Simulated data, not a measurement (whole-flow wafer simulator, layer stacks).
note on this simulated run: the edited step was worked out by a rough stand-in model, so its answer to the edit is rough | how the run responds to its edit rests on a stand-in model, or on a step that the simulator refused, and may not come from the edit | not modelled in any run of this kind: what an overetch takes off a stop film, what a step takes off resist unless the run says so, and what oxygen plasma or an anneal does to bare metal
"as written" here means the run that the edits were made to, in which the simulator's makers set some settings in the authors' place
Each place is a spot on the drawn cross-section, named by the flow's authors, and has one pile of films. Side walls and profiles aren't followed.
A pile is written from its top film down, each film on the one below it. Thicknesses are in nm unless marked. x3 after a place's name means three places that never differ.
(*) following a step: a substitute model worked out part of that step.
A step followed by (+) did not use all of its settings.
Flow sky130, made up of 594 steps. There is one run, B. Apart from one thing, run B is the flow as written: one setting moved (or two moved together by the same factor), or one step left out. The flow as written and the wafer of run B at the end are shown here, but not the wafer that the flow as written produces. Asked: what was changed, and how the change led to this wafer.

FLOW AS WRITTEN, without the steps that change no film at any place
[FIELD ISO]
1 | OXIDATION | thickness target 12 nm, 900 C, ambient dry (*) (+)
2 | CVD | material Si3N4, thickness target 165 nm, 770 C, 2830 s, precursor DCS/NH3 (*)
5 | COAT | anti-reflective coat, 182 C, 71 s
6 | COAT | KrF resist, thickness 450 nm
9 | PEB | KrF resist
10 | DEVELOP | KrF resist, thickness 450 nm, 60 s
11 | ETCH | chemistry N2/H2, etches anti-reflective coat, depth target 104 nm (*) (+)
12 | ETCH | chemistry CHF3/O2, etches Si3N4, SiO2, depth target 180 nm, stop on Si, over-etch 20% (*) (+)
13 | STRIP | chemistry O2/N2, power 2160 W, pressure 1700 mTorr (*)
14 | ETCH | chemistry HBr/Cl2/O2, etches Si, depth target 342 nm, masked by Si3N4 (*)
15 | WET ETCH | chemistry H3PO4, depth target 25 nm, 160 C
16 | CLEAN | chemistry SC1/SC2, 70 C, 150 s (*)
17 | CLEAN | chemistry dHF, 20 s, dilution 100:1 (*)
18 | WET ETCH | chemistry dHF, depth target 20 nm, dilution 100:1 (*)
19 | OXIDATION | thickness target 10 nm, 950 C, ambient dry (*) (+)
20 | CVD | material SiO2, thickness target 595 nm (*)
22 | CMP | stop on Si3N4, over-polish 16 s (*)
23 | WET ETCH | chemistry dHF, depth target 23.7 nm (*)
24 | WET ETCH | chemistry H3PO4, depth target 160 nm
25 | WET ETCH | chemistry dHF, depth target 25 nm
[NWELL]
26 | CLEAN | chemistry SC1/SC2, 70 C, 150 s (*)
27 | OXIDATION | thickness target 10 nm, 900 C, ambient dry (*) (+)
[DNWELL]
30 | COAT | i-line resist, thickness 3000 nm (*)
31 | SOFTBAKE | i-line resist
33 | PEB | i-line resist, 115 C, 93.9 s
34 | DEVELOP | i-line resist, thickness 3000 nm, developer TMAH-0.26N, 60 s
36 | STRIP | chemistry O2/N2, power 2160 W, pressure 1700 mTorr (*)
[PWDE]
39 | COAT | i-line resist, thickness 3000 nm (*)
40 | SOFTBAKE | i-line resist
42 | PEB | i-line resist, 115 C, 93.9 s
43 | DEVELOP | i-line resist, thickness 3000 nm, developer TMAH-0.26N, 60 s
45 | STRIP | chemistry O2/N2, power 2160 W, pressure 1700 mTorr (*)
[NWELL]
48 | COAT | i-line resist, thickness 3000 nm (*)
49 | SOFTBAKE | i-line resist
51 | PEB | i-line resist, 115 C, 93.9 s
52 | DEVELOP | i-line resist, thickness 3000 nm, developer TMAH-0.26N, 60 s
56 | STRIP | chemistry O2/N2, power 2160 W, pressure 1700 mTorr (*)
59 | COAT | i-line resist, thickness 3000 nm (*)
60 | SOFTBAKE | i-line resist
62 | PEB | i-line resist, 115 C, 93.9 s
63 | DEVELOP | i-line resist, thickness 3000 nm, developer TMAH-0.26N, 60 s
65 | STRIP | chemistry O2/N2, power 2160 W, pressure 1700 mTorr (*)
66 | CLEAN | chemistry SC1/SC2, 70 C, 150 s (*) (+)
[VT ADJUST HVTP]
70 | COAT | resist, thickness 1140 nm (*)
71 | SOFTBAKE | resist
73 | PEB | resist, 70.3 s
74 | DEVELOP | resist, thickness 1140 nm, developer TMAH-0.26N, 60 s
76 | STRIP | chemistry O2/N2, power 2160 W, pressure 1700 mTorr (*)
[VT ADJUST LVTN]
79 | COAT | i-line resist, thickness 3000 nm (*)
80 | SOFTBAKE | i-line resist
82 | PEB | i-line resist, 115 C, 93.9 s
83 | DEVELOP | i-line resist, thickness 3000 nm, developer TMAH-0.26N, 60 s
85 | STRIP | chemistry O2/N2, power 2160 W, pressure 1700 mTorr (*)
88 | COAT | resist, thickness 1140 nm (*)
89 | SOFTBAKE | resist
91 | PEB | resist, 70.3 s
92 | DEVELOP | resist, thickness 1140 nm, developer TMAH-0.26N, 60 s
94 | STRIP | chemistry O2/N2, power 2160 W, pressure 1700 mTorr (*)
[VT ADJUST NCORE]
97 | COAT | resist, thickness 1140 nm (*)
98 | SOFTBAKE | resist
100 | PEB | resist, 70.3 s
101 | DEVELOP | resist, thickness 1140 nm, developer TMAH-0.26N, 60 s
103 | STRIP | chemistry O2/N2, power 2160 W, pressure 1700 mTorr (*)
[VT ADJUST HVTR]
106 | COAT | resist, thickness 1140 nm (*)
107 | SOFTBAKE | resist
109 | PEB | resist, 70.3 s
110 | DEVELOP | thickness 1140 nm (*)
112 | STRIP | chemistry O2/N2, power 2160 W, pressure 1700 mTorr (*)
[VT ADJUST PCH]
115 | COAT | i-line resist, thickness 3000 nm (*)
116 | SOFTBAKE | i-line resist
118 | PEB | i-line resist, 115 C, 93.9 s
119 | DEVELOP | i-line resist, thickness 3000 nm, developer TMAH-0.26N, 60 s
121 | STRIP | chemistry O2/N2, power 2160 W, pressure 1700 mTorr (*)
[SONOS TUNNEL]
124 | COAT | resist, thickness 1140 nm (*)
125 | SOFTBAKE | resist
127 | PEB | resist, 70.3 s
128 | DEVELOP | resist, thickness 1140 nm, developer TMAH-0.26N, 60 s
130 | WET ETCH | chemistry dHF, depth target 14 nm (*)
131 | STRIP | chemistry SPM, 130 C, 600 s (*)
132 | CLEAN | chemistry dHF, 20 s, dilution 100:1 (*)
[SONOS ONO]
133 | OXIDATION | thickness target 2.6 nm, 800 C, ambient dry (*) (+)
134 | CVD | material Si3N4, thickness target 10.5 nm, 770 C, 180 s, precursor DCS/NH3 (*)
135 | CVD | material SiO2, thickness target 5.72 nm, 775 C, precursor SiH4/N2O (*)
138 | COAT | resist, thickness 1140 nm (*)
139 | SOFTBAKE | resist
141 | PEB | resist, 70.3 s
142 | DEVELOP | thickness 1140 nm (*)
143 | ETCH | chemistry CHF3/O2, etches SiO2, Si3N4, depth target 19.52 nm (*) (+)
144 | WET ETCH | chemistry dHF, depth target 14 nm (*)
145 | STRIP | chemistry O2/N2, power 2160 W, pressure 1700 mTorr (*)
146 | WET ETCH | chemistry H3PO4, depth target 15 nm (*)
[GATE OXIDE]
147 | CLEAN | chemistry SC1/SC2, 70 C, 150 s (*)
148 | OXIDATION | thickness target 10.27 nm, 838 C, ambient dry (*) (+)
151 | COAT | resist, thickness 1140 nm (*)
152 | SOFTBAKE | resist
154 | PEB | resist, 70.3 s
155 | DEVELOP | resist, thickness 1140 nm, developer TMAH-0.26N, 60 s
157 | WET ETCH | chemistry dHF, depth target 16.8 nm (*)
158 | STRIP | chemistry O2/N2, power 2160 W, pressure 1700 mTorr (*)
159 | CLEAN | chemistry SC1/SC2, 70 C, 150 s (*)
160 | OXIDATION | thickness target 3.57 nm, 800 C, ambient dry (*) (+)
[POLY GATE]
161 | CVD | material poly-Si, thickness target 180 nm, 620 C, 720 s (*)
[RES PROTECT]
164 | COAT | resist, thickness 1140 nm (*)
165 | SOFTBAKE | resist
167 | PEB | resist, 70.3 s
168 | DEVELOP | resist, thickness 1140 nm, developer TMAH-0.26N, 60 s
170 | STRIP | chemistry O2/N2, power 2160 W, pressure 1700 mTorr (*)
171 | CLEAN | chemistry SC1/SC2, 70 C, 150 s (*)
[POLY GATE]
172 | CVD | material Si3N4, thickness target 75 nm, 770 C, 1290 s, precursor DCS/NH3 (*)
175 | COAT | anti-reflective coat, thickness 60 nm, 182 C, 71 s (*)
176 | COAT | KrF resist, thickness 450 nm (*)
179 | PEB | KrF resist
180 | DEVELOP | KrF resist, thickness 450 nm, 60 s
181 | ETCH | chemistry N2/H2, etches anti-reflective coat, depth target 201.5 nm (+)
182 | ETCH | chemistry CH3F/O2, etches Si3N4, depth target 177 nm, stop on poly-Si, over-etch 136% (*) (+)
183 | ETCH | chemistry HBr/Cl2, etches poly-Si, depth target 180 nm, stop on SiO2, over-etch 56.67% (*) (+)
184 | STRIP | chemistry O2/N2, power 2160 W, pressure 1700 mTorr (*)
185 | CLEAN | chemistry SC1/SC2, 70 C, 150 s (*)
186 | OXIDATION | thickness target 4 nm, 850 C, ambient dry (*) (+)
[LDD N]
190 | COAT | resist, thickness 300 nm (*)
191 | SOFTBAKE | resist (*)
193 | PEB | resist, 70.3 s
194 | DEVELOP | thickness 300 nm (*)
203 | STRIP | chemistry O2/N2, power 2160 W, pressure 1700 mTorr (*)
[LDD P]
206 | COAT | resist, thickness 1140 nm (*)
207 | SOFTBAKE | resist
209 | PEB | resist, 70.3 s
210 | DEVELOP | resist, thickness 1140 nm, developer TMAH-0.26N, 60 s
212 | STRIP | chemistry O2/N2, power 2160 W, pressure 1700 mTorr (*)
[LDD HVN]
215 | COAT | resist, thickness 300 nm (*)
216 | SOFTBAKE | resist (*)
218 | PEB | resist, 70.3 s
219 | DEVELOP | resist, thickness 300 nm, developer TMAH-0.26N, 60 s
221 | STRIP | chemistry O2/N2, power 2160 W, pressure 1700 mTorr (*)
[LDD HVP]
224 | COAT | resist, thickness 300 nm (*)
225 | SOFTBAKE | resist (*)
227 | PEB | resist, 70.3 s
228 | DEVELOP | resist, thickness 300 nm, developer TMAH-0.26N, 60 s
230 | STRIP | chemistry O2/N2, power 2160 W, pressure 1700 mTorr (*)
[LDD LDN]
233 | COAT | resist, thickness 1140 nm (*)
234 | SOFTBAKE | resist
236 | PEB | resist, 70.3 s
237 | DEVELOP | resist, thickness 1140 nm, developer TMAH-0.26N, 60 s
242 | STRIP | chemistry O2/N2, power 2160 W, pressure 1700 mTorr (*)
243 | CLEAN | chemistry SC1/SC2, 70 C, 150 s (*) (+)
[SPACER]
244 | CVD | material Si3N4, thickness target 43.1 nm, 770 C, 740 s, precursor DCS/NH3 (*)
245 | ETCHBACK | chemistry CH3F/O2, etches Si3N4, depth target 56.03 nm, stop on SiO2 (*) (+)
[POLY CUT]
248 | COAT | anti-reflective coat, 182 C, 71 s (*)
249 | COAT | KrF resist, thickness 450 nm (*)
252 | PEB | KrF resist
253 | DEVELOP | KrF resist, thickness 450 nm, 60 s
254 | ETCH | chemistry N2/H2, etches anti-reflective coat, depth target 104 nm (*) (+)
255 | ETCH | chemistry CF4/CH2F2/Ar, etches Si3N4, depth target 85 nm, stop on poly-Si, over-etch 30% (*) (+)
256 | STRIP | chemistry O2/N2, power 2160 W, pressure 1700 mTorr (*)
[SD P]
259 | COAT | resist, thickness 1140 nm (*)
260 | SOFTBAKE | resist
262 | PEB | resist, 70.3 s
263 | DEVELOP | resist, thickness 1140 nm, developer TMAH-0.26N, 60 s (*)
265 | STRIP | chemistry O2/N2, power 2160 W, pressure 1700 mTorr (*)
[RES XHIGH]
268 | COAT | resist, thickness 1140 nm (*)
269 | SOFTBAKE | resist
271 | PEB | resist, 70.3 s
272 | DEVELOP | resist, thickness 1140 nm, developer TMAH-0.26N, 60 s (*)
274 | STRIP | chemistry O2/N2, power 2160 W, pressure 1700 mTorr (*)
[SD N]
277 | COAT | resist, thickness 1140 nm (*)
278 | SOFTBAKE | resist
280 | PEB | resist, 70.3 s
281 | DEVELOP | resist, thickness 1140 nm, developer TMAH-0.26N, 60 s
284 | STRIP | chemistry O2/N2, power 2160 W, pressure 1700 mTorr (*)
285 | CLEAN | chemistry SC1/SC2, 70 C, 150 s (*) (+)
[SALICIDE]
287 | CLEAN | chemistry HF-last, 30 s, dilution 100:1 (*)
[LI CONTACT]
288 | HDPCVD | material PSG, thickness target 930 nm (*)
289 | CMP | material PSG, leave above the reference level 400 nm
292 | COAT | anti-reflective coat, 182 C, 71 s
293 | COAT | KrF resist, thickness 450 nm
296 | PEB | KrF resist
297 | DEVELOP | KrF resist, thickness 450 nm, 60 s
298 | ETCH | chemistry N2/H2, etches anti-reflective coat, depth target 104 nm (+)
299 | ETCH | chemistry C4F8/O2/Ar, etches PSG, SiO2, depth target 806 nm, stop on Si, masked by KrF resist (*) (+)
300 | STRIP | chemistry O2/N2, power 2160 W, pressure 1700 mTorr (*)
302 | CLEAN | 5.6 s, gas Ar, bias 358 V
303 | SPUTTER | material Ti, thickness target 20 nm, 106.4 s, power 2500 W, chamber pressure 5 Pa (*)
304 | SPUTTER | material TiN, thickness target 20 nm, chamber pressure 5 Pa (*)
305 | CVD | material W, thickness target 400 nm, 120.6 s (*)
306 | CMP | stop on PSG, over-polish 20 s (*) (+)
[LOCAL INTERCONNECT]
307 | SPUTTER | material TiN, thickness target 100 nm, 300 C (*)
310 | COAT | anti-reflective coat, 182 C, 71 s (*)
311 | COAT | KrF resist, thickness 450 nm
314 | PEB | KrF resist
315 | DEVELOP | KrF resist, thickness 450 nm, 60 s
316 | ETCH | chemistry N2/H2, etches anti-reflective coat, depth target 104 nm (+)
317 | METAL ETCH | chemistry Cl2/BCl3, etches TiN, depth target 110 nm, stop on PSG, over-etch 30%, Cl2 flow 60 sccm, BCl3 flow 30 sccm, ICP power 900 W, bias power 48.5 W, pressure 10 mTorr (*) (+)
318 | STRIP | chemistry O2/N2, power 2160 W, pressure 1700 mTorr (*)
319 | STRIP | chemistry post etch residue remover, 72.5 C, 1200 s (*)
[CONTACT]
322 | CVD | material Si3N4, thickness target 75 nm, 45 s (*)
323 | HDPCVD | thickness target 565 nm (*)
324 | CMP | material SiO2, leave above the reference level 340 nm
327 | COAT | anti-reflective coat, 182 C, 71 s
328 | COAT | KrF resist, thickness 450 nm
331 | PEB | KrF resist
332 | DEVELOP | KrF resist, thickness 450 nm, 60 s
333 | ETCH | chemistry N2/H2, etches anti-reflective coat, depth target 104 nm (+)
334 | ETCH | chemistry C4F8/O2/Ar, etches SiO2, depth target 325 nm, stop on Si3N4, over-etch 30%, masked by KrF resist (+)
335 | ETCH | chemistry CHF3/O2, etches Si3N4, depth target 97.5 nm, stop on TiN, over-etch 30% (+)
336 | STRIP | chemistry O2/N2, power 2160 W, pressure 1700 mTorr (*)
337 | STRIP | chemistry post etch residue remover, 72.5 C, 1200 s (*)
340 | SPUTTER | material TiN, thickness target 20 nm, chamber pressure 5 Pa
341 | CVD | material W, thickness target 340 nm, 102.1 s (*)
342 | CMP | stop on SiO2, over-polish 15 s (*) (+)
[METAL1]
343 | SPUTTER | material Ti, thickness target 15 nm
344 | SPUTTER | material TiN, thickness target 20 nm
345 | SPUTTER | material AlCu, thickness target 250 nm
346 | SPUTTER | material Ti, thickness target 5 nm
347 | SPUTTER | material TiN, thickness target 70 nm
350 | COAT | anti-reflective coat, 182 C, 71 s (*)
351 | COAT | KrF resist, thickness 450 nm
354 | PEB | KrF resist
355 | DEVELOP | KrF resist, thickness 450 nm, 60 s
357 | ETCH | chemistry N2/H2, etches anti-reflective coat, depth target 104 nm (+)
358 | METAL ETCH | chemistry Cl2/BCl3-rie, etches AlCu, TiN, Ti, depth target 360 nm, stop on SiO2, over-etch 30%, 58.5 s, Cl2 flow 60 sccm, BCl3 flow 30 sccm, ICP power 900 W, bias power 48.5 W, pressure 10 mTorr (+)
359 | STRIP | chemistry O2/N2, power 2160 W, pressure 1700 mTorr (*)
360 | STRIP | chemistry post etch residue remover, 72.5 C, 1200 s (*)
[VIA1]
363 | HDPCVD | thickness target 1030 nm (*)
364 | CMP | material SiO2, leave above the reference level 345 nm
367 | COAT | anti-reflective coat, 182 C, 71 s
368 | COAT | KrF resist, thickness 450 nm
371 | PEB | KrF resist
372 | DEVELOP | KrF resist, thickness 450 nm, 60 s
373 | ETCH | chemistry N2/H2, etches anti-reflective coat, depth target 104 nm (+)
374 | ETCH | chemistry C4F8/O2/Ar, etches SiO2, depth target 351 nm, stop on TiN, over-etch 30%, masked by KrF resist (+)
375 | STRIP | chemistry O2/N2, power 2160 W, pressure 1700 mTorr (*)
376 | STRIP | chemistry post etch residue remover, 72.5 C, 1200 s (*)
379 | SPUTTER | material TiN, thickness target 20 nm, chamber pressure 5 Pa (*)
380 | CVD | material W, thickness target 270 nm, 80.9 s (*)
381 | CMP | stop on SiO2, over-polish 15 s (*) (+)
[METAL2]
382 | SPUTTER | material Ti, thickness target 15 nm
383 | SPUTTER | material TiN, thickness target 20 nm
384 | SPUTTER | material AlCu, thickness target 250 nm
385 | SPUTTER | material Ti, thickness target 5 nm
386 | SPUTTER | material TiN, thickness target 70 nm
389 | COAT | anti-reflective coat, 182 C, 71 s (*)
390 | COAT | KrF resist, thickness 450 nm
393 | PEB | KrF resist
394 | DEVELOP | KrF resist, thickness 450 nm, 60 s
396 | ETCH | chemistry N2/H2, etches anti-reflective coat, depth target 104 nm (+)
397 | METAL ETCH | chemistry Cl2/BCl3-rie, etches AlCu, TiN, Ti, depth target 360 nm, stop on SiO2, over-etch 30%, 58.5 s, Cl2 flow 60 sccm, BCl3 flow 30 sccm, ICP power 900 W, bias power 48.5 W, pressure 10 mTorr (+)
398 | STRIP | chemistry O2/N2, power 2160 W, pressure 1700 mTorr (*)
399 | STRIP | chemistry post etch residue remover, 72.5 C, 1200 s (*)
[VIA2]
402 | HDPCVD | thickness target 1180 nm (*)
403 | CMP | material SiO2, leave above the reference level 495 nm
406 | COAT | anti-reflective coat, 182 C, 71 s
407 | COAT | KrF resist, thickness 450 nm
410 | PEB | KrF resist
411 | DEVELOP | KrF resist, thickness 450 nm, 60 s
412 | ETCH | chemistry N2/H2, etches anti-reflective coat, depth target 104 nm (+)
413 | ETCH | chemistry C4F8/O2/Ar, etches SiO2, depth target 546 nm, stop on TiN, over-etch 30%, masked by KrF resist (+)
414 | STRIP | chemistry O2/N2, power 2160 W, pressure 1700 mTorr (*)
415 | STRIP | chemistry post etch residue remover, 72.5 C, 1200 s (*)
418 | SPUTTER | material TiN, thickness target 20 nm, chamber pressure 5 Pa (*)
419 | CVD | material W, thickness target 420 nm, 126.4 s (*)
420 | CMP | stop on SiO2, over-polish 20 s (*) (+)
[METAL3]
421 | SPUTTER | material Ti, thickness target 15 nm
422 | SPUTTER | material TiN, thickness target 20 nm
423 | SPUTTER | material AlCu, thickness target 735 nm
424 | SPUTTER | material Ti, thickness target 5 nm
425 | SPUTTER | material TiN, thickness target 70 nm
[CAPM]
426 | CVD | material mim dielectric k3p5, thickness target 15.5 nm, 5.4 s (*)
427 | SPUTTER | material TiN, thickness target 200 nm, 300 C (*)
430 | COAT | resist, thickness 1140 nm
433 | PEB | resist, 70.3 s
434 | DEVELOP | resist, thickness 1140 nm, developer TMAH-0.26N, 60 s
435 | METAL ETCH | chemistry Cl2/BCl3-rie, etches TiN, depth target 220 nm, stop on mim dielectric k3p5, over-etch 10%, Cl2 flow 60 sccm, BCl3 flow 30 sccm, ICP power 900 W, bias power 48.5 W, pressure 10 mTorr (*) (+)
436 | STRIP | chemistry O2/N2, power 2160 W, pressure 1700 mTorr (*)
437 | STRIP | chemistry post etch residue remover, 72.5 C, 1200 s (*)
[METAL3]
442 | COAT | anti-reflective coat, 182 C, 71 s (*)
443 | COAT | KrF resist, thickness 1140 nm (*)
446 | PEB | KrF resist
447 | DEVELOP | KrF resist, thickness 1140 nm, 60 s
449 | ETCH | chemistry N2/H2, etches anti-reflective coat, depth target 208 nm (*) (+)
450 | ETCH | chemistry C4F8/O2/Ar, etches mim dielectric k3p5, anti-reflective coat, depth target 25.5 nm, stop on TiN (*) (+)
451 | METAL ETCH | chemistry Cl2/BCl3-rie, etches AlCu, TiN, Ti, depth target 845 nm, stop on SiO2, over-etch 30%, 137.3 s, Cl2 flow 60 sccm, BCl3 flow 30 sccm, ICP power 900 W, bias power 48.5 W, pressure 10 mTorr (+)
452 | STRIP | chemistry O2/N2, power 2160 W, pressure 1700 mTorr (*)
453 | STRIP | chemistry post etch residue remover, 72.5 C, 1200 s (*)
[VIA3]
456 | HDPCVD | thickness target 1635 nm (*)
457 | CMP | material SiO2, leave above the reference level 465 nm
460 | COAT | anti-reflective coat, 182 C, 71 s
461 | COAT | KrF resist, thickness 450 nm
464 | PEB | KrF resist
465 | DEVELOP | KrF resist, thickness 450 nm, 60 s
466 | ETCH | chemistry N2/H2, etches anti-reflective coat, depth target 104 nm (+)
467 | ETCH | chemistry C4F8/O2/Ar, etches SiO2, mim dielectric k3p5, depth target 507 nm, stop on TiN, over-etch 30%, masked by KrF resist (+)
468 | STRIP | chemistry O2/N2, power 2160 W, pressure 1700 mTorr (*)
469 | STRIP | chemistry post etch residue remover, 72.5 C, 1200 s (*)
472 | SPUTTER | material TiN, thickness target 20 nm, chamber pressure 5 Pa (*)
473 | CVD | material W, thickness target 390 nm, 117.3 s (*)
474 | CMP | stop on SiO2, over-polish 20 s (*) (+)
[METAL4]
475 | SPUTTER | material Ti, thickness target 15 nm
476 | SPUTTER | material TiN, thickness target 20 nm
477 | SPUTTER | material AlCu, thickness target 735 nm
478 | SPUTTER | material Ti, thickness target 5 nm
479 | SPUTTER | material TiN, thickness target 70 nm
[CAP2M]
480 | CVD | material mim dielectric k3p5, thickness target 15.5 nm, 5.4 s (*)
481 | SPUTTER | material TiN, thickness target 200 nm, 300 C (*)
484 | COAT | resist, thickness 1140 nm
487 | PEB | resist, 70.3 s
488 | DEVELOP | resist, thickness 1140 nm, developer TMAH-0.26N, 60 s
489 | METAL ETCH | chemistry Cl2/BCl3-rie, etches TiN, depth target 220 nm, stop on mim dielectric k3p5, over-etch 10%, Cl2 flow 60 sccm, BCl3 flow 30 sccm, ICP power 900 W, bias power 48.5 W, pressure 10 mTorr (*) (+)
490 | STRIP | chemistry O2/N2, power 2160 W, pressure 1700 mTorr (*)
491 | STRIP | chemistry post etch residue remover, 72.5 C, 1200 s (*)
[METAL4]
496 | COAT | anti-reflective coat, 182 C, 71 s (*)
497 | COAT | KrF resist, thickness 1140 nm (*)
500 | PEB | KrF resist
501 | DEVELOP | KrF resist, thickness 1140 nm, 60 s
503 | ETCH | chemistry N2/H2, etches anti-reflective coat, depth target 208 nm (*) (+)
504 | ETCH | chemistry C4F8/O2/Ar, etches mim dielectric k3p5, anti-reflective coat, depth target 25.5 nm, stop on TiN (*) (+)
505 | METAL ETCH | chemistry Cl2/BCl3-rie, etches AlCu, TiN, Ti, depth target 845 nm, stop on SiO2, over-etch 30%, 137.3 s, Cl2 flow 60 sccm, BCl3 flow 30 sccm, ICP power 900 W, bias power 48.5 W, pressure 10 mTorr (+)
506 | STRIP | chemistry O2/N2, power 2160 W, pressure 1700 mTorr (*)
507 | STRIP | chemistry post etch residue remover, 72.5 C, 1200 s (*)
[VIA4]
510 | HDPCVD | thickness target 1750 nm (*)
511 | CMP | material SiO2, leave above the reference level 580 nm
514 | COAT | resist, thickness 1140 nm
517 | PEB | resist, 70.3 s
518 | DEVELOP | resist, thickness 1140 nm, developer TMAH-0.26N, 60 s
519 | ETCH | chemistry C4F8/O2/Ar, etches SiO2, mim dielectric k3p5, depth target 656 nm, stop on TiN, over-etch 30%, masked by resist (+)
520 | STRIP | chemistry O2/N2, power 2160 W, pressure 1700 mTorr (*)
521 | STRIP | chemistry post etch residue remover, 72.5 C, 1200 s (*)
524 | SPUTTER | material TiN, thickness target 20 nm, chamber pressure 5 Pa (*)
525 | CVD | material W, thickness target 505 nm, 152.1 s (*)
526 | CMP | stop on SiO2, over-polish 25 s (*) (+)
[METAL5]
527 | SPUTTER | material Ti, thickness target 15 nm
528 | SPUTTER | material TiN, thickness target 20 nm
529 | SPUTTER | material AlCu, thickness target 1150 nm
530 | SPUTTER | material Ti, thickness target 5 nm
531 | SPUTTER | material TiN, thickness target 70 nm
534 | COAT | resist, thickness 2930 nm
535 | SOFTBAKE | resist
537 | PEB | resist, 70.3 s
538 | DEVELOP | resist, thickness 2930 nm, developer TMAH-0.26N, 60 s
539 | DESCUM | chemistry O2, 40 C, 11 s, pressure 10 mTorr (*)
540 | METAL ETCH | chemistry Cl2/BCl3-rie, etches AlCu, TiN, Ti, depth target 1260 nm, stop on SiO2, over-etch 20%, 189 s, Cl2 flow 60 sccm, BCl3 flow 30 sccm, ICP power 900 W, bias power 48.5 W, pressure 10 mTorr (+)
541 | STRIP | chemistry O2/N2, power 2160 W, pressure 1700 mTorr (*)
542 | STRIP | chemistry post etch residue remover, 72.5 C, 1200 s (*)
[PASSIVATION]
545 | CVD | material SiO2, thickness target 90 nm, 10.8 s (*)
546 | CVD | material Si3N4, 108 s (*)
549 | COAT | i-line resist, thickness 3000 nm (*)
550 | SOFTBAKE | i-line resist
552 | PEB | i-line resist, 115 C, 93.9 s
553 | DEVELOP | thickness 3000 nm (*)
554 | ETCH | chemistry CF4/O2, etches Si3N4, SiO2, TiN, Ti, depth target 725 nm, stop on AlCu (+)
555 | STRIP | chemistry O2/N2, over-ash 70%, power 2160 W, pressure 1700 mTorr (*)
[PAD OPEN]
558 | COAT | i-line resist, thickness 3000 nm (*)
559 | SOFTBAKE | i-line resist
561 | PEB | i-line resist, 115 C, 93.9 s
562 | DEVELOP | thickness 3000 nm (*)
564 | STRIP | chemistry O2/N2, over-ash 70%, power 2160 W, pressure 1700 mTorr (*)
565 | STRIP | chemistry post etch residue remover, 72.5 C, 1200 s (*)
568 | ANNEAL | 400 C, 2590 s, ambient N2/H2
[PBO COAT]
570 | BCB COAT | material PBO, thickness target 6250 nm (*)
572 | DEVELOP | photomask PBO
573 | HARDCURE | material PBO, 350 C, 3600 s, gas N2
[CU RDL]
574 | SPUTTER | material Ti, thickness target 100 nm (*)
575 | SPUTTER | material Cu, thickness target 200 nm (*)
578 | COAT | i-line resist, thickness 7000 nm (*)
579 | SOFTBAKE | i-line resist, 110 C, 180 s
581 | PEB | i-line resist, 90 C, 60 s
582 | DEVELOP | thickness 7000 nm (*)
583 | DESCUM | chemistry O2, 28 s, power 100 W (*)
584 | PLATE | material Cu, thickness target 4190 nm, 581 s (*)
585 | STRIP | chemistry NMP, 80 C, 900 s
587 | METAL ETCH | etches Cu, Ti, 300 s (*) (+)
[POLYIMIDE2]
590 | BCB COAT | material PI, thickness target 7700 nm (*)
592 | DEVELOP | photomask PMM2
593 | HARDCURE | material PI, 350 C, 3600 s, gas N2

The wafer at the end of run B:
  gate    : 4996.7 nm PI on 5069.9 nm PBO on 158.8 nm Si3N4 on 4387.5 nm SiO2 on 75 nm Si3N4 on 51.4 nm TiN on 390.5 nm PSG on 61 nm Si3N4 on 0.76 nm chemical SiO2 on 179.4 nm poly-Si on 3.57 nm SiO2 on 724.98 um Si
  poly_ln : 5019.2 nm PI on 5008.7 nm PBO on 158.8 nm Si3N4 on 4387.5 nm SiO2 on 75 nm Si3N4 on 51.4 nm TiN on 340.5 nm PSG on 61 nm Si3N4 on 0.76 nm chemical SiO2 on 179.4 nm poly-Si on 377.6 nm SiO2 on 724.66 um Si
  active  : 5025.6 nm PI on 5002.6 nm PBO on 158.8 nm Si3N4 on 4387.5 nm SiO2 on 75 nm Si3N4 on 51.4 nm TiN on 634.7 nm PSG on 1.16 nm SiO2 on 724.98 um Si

The reason: step 317, METAL ETCH: depth target 46.8 nm was run, while the flow as written has depth target 110 nm.

Step by step, how the change led to this:
  317 | METAL ETCH | chemistry Cl2/BCl3, etches TiN, depth target 110 nm, stop on PSG, over-etch 30%, Cl2 flow 60 sccm, BCl3 flow 30 sccm, ICP power 900 W, bias power 48.5 W, pressure 10 mTorr (*) (+)
      field, active, gate and 88 more: -46.8 TiN (as written it would have been: -98.7 TiN (all of it))
      n_well, p_well, gate_hv and 97 more: -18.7 KrF resist (as written it would have been: -44 KrF resist)
  318 | STRIP | chemistry O2/N2, power 2160 W, pressure 1700 mTorr (*)
      n_well, p_well, gate_hv and 93 more: -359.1 KrF resist (all of it), -80 anti-reflective coat (all of it) (as written it would have been: -333.8 KrF resist (all of it), -80 anti-reflective coat (all of it))
      poly_licon, ndiff_licon, rpo_hd_licon: -359.2 KrF resist (all of it), -80.5 anti-reflective coat (all of it) (as written it would have been: -333.9 KrF resist (all of it), -80.5 anti-reflective coat (all of it))
      (as well as at 1 more place)
  324 | CMP | material SiO2, leave above the reference level 340 nm
      field, active, gate and 88 more: -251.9 SiO2 (as written it would have been: -200.4 SiO2)
Taking metal films that touch as one body, gate has 1 body; the flow as written gives 0 bodies.
Taking metal films that touch as one body, poly_ln has 1 body; the flow as written gives 0 bodies.
Taking metal films that touch as one body, active has 1 body; the flow as written gives 0 bodies.
